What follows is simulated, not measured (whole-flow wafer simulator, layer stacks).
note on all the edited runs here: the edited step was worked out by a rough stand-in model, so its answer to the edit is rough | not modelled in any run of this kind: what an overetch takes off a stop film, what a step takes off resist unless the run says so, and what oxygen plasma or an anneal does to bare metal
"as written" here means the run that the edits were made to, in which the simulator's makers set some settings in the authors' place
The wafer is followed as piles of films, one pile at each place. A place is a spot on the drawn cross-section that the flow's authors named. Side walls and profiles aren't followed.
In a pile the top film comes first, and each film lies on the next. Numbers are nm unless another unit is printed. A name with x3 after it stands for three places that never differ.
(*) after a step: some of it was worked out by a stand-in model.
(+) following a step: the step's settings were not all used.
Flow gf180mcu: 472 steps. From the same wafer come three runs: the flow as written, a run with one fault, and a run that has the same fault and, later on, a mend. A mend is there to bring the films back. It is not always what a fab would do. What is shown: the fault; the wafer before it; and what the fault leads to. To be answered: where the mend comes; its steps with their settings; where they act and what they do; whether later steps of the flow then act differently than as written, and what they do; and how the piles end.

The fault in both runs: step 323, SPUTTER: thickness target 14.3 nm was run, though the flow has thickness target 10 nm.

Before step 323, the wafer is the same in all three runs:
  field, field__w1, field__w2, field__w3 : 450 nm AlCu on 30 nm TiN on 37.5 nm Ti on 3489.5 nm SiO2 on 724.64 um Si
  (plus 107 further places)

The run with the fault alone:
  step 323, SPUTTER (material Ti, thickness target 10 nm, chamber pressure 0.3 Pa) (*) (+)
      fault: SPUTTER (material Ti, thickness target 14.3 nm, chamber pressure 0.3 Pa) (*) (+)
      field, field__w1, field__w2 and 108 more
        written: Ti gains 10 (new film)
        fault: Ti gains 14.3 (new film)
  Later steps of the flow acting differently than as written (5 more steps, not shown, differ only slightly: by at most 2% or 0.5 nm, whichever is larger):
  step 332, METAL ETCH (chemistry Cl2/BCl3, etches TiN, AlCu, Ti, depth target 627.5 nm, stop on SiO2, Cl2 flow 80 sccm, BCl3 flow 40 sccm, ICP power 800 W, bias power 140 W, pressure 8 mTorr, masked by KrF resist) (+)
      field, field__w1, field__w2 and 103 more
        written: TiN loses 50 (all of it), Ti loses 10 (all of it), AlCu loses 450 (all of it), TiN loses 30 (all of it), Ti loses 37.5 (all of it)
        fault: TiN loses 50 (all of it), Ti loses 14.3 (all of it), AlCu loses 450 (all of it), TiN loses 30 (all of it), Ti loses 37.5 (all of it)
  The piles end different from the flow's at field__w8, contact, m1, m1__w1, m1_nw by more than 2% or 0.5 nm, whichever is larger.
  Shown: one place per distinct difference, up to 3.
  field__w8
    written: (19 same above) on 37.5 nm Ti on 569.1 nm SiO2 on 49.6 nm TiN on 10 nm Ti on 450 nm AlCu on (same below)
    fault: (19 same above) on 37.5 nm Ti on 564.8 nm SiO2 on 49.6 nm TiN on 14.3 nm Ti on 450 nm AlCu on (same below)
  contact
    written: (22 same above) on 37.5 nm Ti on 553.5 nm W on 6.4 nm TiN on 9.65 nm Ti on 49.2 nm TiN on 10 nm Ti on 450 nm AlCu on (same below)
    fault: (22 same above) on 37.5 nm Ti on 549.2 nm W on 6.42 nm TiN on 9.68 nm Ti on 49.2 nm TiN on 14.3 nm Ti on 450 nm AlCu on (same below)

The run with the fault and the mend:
  The mend follows step 323.
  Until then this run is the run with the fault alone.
  step 323a, METAL ETCH (chemistry Cl2/BCl3, etches TiN, AlCu, Ti, depth target 4.3 nm, Cl2 flow 80 sccm, BCl3 flow 40 sccm, ICP power 800 W, bias power 140 W, pressure 8 mTorr) (a further turn of the flow's step 260, with different settings)
      field, field__w1, field__w2 and 108 more
        Ti loses 4.3
  Later steps of the flow that are run all act as written at every place that is followed.
  By the end, the piles equal the flow's at every place that both follow.
